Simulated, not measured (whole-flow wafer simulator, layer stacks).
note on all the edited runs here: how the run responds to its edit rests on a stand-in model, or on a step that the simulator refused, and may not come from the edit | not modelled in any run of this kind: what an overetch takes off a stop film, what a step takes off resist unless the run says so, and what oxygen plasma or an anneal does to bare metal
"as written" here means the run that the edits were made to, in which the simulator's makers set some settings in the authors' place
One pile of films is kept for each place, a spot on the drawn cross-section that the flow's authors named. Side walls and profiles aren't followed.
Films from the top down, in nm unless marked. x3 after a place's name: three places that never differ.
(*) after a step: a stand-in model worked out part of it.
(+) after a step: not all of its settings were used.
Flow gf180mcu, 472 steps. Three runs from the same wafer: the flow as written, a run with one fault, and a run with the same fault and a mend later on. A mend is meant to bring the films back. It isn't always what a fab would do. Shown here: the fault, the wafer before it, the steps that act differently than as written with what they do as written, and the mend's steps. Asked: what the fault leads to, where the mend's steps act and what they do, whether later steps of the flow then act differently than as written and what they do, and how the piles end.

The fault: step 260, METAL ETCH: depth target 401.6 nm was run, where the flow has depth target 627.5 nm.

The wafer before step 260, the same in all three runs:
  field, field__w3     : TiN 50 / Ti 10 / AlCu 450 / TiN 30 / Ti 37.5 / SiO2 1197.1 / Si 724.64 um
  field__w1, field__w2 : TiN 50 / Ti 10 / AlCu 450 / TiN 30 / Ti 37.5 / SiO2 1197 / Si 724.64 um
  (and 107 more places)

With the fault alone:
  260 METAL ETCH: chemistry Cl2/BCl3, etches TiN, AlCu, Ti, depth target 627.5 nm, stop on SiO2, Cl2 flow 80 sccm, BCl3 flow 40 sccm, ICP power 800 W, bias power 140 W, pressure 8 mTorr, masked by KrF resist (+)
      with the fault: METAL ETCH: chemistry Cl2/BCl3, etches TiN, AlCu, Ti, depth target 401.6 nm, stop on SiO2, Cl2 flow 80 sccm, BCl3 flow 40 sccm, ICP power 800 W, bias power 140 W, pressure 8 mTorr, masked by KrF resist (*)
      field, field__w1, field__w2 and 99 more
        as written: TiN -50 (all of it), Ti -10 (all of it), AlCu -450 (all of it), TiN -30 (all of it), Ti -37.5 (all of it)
        with the fault: TiN -50 (all of it), Ti -10 (all of it), AlCu -341.6
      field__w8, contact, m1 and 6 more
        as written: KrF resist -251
        with the fault: KrF resist -160.6
  Later steps of the flow that act differently than as written:
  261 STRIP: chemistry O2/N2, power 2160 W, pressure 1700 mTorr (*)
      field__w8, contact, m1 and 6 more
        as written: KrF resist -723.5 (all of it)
        with the fault: KrF resist -813.9 (all of it)
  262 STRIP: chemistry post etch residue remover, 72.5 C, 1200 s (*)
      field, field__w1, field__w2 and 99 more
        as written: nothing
        with the fault: AlCu -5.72
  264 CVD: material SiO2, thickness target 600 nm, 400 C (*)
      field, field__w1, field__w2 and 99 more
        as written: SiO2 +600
        with the fault: SiO2 +600 (new film)
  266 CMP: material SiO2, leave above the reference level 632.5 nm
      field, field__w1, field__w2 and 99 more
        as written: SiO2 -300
        with the fault: SiO2 -470.2
  At the end the piles differ from the flow's by more than 2% or 0.5 nm, whichever is larger, at field, field__w1, field__w2 and 100 more.
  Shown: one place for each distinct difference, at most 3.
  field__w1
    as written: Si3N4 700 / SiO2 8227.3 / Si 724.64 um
    with the fault: Si3N4 700 / SiO2 6860.1 / AlCu 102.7 / TiN 30 / Ti 37.5 / SiO2 1197 / Si 724.64 um
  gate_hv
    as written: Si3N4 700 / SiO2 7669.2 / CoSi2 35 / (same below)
    with the fault: Si3N4 700 / SiO2 6860.1 / AlCu 102.7 / TiN 30 / Ti 37.5 / SiO2 638.9 / CoSi2 35 / (same below)
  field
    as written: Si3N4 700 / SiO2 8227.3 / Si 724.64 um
    with the fault: Si3N4 700 / SiO2 6860.1 / AlCu 102.7 / TiN 30 / Ti 37.5 / SiO2 1197.1 / Si 724.64 um

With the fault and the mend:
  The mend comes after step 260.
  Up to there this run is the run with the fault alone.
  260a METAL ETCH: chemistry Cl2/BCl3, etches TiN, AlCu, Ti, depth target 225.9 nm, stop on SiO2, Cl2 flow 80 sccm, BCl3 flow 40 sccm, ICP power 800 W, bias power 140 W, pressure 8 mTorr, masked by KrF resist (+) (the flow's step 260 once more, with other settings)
      field, field__w1, field__w2 and 99 more
        AlCu -108.4 (all of it), TiN -30 (all of it), Ti -37.5 (all of it)
      field__w8, contact, m1 and 6 more
        KrF resist -90.4
  No later step of the flow acts differently than as written at any place that is followed.
  At the end the piles are the same as the flow's at every place that both follow.
